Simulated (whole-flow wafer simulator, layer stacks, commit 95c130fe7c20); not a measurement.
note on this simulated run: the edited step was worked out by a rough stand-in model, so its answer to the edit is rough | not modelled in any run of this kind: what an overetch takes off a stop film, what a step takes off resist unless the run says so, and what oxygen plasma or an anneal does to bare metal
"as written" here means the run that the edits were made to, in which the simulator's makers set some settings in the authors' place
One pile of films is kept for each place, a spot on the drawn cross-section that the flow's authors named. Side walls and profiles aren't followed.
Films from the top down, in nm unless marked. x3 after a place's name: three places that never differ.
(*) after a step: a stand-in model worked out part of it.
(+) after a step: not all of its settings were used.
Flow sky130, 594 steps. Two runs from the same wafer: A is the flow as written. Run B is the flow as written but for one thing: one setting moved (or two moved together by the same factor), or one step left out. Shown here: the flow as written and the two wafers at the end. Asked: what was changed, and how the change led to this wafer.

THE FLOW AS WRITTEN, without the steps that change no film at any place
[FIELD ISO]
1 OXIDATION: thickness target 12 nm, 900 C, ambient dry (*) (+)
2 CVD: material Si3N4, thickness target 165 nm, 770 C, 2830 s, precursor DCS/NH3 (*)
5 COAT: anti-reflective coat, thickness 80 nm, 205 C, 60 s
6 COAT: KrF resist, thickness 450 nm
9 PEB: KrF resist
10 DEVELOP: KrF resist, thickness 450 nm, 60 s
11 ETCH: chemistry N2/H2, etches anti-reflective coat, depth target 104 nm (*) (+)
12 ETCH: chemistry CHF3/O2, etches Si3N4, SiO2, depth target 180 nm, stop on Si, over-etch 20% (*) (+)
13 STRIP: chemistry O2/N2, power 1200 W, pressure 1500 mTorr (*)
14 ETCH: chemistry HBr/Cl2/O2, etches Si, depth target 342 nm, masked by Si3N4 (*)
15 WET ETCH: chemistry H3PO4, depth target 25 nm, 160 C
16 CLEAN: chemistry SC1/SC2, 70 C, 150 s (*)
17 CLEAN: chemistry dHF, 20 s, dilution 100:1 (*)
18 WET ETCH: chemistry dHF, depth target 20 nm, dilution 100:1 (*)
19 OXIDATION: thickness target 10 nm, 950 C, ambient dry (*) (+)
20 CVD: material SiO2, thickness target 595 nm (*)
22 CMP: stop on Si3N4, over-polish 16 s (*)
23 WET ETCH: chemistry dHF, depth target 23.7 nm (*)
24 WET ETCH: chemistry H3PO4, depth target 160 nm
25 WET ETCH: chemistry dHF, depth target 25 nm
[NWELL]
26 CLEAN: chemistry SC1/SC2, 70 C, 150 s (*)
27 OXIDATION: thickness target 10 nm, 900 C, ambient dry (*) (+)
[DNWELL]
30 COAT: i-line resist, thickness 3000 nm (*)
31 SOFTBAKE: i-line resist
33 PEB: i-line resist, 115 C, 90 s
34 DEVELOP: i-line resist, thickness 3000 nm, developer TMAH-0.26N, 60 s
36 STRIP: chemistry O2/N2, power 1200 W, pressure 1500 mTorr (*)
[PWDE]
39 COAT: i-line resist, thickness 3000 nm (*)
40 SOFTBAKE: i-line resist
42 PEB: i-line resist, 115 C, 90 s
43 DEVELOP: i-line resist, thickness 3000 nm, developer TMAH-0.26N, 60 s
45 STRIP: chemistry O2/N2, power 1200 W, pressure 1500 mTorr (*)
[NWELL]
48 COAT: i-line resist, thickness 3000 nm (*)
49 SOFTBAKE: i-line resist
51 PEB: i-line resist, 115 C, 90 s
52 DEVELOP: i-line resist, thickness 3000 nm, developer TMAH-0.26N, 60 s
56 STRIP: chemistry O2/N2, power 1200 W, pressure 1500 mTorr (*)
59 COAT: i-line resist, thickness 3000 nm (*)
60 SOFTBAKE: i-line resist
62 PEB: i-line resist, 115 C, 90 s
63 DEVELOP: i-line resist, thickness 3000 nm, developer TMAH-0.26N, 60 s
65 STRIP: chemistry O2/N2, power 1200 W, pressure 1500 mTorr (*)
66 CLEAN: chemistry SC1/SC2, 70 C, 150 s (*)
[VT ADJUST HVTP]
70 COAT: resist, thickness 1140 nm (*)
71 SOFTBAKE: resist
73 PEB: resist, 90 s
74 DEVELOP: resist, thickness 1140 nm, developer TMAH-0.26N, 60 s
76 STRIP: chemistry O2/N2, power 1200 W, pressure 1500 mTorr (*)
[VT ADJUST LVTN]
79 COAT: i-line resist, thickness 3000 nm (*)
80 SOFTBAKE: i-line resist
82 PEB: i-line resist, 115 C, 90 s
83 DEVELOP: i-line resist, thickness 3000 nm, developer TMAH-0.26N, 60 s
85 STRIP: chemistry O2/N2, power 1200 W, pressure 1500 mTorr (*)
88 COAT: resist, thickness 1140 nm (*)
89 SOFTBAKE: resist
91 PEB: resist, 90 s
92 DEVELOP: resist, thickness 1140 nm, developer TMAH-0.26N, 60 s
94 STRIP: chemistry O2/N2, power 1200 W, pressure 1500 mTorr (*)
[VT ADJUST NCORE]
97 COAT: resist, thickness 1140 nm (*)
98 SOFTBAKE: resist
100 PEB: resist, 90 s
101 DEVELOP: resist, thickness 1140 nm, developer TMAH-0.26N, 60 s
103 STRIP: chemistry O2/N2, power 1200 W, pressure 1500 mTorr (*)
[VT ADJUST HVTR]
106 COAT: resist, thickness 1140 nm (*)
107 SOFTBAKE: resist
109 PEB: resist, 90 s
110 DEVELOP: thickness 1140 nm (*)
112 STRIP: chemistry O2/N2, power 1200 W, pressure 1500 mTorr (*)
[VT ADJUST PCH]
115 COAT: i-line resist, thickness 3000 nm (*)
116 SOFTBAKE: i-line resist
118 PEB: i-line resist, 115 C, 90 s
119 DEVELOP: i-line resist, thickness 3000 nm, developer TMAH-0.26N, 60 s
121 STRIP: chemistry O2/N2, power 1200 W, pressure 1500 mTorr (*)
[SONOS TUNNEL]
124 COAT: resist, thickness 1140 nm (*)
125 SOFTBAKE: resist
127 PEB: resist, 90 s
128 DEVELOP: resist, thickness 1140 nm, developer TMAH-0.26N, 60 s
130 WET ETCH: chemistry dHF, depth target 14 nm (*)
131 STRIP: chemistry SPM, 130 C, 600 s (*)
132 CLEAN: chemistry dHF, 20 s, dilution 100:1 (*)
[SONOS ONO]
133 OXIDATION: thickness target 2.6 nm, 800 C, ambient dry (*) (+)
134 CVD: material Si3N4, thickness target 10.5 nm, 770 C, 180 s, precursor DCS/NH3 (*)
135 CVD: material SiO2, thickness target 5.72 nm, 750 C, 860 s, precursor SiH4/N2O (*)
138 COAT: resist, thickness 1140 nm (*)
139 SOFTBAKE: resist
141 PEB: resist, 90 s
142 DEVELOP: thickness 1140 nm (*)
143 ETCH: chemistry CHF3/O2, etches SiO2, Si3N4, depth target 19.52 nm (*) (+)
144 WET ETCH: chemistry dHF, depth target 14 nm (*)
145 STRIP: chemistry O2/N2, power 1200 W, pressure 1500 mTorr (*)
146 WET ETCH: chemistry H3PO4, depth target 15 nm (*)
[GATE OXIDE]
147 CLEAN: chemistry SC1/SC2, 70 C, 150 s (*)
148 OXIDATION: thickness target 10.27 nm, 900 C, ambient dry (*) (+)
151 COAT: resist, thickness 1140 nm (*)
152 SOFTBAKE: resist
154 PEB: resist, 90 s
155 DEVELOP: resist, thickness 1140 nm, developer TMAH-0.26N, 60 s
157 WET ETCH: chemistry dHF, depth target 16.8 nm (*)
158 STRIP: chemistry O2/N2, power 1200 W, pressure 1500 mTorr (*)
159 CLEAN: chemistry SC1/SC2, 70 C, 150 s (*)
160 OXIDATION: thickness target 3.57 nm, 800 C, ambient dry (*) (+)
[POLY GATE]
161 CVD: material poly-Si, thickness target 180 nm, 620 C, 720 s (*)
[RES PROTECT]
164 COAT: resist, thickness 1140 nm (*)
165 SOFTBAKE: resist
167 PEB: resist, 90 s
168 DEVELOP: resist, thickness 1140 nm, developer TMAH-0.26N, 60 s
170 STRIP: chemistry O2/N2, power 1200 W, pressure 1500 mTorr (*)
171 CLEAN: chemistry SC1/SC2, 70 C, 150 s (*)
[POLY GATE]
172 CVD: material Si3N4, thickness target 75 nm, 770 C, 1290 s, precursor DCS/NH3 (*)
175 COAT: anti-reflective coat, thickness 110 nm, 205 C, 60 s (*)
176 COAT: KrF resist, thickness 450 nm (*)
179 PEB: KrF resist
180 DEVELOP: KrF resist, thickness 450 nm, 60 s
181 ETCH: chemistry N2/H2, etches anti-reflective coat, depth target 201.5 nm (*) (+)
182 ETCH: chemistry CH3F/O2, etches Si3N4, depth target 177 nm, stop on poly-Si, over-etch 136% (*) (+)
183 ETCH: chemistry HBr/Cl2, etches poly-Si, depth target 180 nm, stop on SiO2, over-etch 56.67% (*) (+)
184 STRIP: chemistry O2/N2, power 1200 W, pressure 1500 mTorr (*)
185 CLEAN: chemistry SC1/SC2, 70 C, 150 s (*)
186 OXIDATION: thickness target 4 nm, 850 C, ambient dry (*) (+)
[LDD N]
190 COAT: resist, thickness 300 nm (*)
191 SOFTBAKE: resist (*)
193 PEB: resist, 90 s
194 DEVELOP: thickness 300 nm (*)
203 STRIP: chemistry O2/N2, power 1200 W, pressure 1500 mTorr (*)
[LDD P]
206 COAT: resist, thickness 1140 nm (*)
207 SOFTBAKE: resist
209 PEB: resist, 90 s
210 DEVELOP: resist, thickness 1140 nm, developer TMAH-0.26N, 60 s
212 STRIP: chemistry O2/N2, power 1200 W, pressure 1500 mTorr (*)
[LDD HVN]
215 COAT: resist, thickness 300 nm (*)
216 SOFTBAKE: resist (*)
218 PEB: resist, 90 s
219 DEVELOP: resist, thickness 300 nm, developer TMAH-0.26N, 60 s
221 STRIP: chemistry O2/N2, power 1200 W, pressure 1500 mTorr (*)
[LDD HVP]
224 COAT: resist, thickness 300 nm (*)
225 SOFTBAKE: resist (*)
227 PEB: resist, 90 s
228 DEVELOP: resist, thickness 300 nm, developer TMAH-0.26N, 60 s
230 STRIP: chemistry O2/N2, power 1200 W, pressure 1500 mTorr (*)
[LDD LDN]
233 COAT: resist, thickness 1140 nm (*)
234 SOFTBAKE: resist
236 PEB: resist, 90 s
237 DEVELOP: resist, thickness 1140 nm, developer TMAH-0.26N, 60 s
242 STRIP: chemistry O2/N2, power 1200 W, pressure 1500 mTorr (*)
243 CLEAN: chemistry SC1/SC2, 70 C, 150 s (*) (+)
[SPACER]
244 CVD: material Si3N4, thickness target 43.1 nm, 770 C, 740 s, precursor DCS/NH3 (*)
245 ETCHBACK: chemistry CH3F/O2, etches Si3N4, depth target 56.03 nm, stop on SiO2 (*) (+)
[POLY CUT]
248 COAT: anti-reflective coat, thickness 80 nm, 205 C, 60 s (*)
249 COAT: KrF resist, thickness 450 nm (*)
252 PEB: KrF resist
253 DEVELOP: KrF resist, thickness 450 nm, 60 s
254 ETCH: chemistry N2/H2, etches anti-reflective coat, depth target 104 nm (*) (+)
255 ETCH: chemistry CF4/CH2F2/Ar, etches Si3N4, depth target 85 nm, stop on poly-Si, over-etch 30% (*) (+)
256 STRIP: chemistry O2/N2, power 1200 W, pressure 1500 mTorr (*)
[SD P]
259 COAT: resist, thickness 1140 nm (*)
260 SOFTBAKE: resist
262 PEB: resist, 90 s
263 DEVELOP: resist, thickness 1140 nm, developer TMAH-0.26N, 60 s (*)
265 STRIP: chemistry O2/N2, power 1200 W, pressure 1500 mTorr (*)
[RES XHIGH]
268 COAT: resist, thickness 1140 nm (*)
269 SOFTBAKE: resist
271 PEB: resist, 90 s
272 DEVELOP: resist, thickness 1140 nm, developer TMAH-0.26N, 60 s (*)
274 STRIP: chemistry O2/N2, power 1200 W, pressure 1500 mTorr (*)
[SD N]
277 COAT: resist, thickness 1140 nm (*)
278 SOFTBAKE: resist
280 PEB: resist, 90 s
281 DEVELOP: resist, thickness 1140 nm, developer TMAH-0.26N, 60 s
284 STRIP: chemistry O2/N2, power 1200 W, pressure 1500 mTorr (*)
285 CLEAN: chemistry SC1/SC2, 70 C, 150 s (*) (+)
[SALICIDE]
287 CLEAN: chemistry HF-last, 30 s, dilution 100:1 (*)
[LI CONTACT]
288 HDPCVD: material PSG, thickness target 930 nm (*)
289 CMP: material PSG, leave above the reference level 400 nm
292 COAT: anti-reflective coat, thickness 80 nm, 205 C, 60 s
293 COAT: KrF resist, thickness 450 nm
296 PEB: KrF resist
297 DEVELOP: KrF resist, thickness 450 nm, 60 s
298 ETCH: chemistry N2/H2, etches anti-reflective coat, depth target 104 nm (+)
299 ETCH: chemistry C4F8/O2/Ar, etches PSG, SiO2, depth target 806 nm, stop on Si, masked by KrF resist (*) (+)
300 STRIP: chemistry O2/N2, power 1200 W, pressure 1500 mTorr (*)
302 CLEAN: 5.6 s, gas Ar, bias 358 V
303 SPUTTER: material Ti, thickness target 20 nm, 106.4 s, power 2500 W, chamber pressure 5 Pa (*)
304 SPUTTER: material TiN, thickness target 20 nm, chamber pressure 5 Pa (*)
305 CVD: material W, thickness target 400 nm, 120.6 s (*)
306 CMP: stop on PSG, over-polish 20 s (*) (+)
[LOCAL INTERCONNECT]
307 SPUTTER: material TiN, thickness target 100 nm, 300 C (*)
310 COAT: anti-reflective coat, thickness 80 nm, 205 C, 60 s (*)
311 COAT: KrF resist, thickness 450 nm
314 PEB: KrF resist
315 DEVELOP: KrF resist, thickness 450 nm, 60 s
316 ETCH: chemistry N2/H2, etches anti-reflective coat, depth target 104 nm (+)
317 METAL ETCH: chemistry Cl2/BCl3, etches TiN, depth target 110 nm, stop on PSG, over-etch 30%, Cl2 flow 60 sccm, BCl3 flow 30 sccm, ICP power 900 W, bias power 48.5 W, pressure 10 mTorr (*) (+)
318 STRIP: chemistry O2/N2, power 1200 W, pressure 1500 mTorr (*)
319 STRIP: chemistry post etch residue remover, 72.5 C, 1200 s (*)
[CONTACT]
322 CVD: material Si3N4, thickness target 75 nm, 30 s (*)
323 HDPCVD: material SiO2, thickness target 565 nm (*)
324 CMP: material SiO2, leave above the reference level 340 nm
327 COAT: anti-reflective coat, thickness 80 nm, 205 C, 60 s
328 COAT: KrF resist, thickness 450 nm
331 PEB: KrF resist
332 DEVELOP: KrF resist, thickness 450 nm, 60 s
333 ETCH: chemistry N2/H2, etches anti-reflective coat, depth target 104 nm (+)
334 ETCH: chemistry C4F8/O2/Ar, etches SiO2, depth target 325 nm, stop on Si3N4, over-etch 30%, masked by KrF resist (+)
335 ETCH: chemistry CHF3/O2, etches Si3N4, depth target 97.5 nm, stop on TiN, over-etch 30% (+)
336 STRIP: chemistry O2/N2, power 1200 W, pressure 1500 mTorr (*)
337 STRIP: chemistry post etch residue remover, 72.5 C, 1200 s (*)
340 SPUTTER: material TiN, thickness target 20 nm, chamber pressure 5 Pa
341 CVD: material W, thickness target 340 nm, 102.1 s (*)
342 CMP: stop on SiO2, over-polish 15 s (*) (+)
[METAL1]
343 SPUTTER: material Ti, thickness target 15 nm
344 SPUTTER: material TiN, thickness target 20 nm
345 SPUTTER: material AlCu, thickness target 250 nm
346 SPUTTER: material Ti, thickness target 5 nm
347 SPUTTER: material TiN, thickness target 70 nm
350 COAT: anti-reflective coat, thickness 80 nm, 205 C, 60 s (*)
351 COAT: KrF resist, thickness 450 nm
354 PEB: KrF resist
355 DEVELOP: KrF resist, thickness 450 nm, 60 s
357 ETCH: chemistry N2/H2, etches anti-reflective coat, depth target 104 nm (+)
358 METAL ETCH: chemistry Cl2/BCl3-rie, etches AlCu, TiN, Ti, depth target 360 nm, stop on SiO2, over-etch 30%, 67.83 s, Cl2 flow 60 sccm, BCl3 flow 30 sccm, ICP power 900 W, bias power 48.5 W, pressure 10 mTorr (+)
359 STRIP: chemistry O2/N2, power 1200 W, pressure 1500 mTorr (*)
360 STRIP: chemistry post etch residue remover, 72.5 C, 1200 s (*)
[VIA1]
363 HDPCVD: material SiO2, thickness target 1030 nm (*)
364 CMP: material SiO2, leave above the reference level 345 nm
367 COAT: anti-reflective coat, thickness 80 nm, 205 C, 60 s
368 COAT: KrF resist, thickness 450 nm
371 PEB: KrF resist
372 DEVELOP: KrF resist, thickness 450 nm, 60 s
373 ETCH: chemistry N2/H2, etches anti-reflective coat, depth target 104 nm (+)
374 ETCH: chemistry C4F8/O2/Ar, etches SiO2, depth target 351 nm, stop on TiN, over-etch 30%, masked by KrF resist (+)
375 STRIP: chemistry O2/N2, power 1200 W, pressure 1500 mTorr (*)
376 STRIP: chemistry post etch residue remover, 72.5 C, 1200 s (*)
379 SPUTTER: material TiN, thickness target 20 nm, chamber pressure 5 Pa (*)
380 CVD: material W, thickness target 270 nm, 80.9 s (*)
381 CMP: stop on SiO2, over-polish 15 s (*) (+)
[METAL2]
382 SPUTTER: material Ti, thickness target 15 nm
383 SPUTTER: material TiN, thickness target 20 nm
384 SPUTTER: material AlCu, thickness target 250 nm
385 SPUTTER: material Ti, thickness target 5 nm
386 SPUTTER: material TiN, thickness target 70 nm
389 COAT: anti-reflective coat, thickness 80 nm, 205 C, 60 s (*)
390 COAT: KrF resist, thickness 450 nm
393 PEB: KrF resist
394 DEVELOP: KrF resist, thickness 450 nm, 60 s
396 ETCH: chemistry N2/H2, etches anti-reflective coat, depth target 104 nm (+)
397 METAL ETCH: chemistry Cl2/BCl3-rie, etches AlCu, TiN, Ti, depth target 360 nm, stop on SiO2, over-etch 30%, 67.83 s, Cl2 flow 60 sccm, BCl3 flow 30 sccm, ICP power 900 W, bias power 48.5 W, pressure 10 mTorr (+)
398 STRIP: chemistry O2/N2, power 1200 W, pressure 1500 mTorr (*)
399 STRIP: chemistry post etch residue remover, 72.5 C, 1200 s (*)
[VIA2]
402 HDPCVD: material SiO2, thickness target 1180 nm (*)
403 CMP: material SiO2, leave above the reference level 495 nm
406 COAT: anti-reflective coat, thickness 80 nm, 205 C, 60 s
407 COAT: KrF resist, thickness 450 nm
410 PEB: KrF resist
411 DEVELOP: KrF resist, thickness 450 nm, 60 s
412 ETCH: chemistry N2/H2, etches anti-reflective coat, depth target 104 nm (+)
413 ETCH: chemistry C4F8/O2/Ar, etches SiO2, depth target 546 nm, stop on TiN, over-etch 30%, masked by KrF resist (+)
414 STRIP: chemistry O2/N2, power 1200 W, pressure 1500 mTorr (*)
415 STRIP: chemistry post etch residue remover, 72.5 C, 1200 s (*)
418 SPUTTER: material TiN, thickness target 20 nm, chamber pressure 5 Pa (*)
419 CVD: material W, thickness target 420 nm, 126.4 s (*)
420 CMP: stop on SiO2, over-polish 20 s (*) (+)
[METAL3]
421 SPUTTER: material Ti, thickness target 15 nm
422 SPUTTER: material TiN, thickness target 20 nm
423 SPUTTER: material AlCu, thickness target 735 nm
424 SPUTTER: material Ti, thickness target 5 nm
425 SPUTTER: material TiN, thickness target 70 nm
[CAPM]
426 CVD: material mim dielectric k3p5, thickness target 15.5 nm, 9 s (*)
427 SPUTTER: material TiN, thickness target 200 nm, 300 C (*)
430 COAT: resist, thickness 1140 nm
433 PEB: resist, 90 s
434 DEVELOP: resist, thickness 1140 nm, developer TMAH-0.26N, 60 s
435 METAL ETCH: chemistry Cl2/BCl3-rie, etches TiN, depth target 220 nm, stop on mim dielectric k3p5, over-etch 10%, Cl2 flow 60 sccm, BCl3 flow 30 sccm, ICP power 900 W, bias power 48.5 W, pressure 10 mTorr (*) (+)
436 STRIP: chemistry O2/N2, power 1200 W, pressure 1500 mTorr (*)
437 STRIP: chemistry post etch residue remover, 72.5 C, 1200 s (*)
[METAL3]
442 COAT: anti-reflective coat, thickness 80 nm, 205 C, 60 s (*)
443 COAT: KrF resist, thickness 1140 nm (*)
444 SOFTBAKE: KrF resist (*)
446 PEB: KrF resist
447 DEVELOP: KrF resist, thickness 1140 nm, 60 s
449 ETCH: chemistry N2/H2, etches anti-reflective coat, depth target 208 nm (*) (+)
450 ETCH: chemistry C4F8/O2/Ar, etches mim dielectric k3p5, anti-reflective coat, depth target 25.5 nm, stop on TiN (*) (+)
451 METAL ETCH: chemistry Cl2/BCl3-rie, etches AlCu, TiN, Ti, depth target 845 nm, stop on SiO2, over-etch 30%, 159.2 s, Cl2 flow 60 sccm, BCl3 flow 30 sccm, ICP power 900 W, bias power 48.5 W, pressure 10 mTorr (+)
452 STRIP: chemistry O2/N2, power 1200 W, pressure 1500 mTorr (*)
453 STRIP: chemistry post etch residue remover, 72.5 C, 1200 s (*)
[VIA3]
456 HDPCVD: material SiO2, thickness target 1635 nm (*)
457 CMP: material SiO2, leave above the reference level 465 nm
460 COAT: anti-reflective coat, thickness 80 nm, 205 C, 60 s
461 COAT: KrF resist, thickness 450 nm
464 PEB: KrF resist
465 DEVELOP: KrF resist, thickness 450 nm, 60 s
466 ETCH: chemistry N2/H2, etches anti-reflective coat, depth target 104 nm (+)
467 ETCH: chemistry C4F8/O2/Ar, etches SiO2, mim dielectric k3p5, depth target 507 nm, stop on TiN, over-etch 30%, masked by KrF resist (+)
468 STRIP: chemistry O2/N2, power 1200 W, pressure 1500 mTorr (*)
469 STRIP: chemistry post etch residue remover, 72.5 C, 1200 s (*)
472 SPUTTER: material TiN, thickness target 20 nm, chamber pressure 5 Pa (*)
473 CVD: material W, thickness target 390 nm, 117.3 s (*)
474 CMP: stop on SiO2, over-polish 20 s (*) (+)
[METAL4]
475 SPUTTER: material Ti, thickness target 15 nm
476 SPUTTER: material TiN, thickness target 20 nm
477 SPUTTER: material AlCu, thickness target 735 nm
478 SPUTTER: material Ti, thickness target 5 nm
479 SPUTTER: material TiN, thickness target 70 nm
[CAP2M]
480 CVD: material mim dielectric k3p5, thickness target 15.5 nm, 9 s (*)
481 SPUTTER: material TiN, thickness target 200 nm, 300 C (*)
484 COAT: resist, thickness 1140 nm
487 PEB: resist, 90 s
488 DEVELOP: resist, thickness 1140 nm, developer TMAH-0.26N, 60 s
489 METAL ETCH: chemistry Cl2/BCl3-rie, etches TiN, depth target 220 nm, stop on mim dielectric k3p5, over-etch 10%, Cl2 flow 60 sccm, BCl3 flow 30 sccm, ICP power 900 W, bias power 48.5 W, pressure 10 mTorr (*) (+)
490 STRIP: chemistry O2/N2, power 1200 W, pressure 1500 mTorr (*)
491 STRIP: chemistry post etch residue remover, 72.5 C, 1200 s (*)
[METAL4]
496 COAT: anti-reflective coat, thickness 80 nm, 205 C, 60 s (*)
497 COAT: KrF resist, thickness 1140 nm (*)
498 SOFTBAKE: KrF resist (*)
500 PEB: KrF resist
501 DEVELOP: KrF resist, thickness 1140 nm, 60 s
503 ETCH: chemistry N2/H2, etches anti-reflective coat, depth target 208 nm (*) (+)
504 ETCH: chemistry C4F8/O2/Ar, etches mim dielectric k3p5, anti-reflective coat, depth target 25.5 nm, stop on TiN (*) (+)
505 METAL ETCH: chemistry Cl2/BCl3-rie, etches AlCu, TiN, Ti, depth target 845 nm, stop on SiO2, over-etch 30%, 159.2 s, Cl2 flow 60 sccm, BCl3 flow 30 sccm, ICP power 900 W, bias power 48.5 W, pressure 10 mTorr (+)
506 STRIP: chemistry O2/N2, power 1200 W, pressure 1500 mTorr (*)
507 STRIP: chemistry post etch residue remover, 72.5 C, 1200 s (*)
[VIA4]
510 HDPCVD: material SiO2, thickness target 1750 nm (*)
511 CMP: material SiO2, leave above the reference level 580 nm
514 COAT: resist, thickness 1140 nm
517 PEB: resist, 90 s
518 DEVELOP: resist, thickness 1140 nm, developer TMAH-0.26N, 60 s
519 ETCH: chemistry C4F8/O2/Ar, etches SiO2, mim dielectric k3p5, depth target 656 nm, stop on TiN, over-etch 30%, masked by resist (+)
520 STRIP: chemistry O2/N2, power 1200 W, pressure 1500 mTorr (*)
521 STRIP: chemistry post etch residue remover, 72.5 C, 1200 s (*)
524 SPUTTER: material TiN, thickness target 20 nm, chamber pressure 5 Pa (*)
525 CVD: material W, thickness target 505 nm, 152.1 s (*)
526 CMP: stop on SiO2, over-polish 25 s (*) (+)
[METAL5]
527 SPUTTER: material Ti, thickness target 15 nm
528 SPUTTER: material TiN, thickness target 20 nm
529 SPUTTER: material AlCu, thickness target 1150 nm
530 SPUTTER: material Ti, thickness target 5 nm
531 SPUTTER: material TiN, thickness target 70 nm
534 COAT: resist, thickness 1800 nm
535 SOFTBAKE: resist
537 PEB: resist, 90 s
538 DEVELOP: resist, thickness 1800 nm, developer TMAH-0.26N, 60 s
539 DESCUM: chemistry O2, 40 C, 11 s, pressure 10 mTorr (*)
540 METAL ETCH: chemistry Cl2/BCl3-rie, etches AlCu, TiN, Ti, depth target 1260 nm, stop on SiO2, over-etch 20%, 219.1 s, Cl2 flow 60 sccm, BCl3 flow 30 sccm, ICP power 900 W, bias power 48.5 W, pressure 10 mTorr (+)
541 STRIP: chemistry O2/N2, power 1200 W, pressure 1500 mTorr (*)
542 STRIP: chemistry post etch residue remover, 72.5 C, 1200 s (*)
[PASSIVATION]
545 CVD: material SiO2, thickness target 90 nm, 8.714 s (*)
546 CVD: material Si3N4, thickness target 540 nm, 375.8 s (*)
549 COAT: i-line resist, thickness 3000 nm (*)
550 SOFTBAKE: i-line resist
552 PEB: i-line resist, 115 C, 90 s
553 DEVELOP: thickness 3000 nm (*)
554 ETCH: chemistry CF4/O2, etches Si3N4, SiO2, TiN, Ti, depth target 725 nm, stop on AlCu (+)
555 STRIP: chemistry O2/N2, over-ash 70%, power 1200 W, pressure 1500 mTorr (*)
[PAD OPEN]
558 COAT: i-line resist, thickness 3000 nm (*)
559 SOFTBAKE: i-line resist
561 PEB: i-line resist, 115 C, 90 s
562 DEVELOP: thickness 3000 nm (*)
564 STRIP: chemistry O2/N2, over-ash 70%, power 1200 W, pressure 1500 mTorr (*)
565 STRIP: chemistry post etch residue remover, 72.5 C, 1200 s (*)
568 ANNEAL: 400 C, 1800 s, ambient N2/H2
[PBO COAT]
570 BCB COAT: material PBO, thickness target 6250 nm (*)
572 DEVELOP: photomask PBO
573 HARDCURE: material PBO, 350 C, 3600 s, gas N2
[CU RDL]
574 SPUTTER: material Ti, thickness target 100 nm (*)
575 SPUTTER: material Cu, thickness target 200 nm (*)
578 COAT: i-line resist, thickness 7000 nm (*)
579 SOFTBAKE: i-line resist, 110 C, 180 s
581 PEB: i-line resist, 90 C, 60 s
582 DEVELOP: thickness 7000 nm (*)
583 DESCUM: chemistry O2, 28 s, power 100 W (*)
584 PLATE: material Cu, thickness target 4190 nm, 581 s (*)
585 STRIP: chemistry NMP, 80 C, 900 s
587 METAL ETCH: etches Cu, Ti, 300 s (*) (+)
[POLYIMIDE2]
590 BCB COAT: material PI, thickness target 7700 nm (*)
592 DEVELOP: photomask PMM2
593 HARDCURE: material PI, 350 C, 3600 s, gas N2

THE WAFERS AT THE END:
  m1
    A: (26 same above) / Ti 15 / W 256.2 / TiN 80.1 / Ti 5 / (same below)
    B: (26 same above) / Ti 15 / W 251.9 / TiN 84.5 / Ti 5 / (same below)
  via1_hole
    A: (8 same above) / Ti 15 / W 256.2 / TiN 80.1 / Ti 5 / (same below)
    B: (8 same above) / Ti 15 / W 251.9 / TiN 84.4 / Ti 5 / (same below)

The cause: step 379, SPUTTER: thickness target 28 nm was run, where the flow has thickness target 20 nm.

How the change led to this, step by step:
  379 SPUTTER: material TiN, thickness target 20 nm, chamber pressure 5 Pa (*)
      field, active, n_well and 186 more: A TiN +20 (new film) | B TiN +28 (new film)
      m1: A TiN +11 | B TiN +15.3
      (and at 1 more place)
  381 CMP: stop on SiO2, over-polish 15 s (*) (+)
      field, active, n_well and 186 more: A W -270 (all of it), TiN -20 (all of it), SiO2 -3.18 | B W -270 (all of it), TiN -28 (all of it), SiO2 -3.18
      m1, via1_hole: A W -293.6 | B W -301.6
